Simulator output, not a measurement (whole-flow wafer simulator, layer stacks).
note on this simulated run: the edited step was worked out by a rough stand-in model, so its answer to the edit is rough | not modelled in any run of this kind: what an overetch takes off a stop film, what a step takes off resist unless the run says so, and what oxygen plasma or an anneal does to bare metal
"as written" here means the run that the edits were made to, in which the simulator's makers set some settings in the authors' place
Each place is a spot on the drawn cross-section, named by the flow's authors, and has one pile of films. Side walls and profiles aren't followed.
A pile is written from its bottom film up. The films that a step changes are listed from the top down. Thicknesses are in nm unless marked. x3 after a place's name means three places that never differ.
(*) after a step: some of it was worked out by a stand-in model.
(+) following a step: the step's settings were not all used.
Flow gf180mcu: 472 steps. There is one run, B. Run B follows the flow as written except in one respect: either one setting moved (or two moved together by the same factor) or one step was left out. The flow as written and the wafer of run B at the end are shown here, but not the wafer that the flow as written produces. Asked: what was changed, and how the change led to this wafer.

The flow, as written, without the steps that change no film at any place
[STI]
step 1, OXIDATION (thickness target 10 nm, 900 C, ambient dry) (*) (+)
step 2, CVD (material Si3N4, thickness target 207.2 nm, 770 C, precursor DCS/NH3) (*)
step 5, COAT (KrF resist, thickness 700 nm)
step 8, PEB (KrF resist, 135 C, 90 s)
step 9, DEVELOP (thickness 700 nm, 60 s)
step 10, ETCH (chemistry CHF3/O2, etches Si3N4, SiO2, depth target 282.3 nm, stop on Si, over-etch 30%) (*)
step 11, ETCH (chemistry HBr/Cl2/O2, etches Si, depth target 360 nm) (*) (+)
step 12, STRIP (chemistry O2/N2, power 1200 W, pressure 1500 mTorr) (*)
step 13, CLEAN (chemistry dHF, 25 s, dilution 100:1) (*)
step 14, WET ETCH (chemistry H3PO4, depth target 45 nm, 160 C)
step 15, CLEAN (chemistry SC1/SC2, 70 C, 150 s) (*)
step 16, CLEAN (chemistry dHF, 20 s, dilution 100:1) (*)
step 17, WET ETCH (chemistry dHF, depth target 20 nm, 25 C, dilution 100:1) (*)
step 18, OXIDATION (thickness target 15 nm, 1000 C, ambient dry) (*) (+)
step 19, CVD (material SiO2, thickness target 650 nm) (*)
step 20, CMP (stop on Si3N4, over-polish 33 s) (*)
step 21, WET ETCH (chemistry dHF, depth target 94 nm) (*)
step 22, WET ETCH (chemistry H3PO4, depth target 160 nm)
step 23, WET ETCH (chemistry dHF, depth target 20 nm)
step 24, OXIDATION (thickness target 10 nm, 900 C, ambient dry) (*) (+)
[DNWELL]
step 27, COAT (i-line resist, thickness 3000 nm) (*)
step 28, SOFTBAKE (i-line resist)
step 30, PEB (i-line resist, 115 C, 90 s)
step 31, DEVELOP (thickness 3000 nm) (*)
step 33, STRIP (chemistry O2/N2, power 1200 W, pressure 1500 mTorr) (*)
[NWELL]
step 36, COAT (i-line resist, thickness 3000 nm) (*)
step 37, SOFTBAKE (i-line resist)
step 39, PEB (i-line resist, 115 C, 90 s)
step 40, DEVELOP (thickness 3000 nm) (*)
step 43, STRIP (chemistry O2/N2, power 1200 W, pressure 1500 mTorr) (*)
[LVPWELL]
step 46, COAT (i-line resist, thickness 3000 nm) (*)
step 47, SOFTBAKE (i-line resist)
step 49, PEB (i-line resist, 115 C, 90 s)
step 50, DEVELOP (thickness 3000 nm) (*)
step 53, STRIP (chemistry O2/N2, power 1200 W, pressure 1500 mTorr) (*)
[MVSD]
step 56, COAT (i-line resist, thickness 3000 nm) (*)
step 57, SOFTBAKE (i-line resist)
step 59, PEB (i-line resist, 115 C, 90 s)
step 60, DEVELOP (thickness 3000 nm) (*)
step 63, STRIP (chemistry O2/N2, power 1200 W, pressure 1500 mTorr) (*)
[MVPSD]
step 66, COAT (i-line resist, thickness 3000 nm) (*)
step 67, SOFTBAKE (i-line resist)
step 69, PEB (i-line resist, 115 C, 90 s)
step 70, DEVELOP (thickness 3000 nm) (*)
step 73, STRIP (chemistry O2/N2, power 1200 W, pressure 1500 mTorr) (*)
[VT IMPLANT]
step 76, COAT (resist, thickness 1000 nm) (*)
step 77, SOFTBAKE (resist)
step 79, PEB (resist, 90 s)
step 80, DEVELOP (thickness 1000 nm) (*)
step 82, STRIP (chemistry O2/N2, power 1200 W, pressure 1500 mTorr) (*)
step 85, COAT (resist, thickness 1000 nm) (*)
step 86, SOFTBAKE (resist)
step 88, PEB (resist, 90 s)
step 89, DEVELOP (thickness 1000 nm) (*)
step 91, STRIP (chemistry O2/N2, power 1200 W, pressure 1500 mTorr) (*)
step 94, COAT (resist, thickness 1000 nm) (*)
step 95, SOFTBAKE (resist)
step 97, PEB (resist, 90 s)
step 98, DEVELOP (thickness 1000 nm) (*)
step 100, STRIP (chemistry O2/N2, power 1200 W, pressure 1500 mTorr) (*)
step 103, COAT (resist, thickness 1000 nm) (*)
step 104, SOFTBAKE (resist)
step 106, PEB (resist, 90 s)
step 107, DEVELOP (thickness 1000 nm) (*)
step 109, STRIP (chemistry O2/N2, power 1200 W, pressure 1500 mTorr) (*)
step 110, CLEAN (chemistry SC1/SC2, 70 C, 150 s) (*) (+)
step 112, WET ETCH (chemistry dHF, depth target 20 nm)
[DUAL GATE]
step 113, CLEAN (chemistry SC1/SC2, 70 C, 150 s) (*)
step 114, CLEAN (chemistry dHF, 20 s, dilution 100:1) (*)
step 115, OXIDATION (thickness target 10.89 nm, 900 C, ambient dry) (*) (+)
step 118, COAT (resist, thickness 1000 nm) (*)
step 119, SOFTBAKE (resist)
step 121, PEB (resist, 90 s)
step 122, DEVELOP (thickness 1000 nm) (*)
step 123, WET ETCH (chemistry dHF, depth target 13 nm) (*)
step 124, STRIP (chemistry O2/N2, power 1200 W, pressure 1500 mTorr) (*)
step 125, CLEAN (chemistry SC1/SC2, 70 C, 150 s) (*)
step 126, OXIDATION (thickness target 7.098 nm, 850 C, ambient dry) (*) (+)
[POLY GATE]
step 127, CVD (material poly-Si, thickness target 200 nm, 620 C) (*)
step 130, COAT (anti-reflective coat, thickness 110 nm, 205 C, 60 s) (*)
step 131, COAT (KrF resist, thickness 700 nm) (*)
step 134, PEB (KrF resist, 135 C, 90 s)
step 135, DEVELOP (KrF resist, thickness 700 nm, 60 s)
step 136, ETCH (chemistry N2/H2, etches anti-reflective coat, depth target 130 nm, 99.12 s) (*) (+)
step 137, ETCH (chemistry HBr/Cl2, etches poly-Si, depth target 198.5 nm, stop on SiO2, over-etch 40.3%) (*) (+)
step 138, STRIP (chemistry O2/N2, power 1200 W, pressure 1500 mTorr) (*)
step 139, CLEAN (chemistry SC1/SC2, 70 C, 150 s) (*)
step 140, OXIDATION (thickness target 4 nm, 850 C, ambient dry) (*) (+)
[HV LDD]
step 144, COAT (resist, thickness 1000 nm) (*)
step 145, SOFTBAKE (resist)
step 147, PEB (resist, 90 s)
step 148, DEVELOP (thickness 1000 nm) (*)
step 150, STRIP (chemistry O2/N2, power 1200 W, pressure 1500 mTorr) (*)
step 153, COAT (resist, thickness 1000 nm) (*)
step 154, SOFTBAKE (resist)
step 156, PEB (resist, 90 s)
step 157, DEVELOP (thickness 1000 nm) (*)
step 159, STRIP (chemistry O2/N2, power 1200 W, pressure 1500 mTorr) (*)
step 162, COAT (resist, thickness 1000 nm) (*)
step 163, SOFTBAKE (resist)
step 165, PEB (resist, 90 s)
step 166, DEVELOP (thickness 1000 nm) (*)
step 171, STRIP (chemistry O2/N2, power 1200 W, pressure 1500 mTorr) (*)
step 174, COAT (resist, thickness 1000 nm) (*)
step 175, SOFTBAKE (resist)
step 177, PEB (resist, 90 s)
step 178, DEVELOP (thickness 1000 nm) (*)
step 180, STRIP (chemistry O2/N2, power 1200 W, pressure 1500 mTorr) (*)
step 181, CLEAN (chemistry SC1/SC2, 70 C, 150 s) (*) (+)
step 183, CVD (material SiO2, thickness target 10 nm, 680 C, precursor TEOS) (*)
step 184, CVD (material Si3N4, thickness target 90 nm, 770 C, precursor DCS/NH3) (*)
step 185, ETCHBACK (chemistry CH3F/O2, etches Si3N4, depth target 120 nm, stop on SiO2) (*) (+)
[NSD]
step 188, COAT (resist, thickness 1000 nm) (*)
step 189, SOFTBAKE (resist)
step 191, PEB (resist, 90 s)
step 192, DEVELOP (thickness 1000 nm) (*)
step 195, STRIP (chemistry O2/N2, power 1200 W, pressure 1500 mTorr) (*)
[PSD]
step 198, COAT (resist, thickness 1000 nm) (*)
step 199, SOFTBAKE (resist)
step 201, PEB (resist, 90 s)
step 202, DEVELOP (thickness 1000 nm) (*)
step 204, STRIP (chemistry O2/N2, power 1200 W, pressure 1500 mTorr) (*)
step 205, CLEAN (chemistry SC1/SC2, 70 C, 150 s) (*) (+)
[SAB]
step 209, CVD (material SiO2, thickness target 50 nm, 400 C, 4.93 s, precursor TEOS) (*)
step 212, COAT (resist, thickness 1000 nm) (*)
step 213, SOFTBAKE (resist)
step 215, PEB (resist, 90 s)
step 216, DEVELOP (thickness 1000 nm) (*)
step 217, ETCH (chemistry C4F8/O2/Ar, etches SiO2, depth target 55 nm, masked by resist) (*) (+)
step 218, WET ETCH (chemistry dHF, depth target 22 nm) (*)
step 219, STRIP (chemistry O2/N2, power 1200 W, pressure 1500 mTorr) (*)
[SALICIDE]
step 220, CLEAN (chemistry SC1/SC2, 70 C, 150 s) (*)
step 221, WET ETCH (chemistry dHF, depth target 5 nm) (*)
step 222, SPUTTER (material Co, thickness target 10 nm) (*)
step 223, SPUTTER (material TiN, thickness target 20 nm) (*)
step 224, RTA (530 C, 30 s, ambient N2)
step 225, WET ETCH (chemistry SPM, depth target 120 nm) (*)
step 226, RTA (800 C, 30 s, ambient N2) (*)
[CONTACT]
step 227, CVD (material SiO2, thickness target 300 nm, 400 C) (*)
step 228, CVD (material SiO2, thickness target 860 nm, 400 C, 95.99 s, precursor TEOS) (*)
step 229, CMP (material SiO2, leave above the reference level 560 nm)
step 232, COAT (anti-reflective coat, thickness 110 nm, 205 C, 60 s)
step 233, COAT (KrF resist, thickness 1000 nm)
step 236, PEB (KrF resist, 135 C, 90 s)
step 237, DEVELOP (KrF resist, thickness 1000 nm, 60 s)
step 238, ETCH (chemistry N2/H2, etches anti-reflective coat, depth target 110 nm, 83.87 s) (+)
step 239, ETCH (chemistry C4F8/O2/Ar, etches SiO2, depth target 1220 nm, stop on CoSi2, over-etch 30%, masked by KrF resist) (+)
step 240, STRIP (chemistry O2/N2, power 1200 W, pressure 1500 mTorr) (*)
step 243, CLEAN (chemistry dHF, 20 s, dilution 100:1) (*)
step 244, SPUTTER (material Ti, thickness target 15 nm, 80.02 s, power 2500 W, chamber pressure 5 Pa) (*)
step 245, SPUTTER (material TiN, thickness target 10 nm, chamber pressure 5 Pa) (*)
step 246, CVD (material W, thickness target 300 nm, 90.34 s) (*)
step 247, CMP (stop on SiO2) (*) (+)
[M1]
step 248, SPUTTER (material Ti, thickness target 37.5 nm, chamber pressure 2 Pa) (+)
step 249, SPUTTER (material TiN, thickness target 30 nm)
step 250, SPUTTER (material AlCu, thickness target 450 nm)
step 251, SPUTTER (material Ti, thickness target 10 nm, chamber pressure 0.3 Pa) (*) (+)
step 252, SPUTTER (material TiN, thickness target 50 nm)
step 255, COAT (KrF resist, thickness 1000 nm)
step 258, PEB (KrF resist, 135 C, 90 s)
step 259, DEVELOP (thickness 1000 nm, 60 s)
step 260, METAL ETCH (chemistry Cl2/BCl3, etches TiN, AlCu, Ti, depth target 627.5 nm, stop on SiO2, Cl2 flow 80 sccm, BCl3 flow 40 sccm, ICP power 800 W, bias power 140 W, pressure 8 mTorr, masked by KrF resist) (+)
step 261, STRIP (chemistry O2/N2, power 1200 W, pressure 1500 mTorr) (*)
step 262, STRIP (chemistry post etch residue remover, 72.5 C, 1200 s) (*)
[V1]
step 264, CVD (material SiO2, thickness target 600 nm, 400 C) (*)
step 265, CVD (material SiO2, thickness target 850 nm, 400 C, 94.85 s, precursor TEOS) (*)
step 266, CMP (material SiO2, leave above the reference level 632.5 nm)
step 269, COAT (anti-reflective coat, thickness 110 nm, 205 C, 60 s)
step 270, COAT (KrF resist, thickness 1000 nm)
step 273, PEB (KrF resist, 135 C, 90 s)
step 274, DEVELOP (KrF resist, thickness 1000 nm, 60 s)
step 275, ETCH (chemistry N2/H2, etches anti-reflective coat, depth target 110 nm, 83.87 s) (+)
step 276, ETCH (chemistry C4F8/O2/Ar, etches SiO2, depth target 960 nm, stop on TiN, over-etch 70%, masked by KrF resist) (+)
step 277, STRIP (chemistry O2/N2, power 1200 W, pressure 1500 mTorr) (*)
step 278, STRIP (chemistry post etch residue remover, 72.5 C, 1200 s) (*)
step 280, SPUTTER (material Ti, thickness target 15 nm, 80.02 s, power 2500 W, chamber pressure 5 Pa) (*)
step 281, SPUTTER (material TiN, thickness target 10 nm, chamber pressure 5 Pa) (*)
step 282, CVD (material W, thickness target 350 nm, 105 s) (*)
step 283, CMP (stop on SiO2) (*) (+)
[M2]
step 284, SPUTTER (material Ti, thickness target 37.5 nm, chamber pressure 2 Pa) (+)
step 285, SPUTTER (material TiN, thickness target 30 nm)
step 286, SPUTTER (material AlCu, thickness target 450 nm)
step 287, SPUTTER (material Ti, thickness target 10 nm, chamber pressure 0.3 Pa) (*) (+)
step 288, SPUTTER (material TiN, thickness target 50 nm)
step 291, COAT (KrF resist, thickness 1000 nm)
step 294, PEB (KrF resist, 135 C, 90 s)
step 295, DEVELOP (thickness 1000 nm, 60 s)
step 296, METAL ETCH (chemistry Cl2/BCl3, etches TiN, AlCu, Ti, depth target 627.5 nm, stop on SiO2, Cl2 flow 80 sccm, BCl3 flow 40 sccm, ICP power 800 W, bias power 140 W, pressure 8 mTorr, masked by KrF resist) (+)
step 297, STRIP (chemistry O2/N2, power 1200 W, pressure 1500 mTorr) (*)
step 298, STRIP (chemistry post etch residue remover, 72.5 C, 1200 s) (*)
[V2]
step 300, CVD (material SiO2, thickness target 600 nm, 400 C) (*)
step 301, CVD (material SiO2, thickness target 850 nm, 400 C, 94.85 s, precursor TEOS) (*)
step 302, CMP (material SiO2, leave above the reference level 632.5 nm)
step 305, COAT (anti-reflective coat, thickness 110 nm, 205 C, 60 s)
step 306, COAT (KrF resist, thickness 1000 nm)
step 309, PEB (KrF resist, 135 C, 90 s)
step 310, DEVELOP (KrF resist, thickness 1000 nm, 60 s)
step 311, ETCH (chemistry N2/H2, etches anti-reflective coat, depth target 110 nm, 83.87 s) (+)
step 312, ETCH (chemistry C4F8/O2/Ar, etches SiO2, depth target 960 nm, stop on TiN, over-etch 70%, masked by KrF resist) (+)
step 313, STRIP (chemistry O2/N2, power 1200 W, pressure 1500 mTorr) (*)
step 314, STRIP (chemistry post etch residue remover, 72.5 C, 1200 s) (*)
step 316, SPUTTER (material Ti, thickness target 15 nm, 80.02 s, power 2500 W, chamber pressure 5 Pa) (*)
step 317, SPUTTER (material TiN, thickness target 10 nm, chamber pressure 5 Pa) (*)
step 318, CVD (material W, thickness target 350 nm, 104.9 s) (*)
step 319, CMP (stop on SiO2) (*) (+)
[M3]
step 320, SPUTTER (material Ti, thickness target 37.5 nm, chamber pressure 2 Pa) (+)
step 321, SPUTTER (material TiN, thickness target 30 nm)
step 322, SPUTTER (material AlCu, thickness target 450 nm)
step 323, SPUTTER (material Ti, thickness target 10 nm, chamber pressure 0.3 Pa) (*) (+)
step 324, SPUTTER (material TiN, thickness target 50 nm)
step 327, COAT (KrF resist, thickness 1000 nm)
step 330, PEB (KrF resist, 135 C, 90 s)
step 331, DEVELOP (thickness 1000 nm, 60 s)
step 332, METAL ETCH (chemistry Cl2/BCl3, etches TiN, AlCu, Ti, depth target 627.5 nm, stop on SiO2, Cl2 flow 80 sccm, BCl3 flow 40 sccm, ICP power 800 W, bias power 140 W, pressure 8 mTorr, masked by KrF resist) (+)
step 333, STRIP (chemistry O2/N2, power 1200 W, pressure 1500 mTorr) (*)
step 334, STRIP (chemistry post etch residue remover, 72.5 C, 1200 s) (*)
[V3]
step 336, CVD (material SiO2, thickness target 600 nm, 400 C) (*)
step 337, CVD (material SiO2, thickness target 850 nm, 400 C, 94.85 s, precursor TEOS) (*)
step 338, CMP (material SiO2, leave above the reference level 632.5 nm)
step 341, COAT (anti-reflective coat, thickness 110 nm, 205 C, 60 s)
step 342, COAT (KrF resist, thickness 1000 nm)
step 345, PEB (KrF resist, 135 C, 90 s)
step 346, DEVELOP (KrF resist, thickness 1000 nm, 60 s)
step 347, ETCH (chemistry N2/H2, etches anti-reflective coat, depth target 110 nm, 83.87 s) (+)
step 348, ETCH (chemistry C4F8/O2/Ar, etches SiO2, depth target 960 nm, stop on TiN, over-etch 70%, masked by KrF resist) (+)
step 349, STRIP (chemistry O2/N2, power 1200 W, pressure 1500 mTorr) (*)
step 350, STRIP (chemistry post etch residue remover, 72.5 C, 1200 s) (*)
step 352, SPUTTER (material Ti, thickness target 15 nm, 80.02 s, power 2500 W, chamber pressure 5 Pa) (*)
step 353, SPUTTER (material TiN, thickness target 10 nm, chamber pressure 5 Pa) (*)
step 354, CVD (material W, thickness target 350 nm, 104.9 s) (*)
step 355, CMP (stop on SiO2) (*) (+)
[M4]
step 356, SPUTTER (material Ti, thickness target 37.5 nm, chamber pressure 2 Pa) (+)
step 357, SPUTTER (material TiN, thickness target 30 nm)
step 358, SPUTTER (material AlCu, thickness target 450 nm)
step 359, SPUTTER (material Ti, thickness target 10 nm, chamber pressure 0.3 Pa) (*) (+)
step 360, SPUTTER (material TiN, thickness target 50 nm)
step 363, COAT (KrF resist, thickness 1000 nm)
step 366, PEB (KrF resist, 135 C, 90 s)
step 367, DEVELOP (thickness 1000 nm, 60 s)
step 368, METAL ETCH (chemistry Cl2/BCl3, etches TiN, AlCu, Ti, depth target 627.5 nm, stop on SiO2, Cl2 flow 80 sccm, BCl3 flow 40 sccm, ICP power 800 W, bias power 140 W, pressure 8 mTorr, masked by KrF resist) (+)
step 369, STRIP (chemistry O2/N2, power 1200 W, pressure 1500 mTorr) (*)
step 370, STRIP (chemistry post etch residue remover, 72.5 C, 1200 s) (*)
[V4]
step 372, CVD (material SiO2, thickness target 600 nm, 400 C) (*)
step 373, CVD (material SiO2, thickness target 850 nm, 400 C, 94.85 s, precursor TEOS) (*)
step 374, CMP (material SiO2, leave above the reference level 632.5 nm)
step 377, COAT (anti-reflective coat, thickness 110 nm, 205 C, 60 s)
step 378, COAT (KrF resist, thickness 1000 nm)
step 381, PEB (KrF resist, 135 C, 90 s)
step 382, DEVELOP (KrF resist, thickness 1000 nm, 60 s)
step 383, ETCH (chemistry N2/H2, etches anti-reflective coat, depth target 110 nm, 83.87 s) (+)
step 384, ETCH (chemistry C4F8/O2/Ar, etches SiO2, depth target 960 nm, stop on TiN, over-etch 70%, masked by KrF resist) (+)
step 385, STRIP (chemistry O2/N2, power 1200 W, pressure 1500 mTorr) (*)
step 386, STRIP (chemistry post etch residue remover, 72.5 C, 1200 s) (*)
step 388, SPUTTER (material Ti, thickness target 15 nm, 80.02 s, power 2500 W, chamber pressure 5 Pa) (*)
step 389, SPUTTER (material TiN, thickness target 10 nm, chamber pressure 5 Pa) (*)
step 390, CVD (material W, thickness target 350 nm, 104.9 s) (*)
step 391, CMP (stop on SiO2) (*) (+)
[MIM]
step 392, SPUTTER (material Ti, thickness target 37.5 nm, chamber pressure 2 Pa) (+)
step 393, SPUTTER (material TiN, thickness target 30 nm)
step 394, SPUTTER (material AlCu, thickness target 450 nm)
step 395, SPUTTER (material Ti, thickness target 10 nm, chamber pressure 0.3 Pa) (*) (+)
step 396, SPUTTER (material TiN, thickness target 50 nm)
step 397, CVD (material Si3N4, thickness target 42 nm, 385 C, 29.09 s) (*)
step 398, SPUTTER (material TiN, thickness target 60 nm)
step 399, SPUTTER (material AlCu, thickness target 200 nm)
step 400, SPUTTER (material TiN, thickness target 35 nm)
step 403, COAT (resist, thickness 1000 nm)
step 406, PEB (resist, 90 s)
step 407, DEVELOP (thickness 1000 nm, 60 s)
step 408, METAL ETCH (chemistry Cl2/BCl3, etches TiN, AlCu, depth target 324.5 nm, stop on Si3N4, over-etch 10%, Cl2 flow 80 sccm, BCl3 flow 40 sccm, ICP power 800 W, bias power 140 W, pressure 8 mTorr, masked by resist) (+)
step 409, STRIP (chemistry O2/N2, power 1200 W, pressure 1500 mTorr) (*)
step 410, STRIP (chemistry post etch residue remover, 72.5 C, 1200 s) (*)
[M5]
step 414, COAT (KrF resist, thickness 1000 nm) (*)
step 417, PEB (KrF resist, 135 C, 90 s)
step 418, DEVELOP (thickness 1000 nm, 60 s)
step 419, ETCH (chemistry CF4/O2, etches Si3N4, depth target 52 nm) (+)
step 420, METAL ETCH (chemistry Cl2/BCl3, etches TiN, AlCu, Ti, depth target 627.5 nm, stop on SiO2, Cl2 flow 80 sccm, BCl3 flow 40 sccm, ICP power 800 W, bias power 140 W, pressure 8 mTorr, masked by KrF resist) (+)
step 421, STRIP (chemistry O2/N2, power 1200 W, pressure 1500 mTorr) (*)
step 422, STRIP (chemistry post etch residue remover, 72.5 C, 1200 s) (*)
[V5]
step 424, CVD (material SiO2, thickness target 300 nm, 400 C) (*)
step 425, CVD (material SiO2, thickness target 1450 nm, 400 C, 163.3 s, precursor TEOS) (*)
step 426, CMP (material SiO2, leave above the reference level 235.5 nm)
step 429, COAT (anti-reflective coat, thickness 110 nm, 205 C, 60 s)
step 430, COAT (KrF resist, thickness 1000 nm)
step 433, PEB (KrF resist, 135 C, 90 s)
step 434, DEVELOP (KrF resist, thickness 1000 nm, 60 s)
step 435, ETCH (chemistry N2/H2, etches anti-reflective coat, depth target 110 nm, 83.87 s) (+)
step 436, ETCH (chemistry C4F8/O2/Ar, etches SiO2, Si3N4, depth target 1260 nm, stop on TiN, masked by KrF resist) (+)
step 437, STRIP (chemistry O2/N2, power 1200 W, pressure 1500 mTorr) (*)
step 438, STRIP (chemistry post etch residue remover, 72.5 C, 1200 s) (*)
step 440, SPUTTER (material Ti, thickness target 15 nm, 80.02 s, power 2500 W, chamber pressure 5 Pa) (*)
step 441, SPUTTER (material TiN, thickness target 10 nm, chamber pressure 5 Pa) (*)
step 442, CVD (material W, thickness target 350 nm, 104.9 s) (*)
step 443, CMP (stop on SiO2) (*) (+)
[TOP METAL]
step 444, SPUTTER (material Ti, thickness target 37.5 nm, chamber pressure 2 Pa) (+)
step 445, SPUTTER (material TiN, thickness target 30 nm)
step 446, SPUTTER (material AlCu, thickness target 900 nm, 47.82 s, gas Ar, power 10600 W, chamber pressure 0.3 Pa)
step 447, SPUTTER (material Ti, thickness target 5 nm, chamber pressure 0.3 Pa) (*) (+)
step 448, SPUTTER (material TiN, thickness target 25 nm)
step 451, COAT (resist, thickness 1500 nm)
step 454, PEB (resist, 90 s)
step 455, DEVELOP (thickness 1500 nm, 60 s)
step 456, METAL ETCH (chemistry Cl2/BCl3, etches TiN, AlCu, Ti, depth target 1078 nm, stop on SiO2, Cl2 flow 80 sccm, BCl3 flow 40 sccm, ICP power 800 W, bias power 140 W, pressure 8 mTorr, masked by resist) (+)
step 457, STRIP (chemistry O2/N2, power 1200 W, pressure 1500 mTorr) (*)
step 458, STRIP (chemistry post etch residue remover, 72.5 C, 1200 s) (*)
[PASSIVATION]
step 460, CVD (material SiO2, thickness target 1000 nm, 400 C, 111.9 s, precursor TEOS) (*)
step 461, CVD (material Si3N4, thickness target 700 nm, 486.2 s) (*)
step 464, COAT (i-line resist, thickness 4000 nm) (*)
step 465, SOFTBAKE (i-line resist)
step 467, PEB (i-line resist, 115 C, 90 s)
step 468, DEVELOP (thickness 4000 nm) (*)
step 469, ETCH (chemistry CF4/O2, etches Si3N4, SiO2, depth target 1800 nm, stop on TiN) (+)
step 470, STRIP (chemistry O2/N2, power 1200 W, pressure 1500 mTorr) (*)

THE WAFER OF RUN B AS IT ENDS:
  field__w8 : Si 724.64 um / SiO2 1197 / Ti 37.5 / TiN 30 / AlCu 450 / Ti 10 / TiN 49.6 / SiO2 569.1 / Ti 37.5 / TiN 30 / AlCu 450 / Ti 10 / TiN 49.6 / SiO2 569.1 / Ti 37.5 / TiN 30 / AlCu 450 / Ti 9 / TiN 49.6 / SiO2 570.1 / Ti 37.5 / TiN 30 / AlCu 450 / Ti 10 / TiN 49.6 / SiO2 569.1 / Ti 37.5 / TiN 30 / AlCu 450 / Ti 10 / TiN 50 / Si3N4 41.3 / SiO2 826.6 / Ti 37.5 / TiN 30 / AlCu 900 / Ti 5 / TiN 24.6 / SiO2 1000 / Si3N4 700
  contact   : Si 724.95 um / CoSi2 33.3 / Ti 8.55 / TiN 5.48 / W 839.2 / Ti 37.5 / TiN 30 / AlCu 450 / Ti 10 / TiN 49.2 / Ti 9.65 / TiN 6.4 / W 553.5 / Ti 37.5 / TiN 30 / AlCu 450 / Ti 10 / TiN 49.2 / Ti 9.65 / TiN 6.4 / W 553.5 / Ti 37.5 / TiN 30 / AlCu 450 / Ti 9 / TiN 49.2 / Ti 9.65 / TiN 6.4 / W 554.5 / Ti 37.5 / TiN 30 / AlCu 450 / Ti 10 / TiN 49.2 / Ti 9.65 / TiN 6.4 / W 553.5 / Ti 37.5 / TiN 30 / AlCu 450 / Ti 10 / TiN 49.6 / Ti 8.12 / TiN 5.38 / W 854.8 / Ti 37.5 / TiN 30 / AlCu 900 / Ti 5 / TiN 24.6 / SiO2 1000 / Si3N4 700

The reason: step 323, SPUTTER: thickness target 9 nm was run, while the flow as written has thickness target 10 nm.
The wafer itself shows it: field__w8 has Ti 9, and step 323 as written asks for 10 nm.

The path from the change to this, step by step:
  step 323, SPUTTER (material Ti, thickness target 10 nm, chamber pressure 0.3 Pa) (*) (+)
      field, field__w1, field__w2 and 108 more: Ti gains 9 (new film) (in the flow as written it would be: Ti gains 10 (new film))
  step 332, METAL ETCH (chemistry Cl2/BCl3, etches TiN, AlCu, Ti, depth target 627.5 nm, stop on SiO2, Cl2 flow 80 sccm, BCl3 flow 40 sccm, ICP power 800 W, bias power 140 W, pressure 8 mTorr, masked by KrF resist) (+)
      field, field__w1, field__w2 and 103 more: TiN loses 50 (all of it), Ti loses 9 (all of it), AlCu loses 450 (all of it), TiN loses 30 (all of it), Ti loses 37.5 (all of it) (in the flow as written it would be: TiN loses 50 (all of it), Ti loses 10 (all of it), AlCu loses 450 (all of it), TiN loses 30 (all of it), Ti loses 37.5 (all of it))
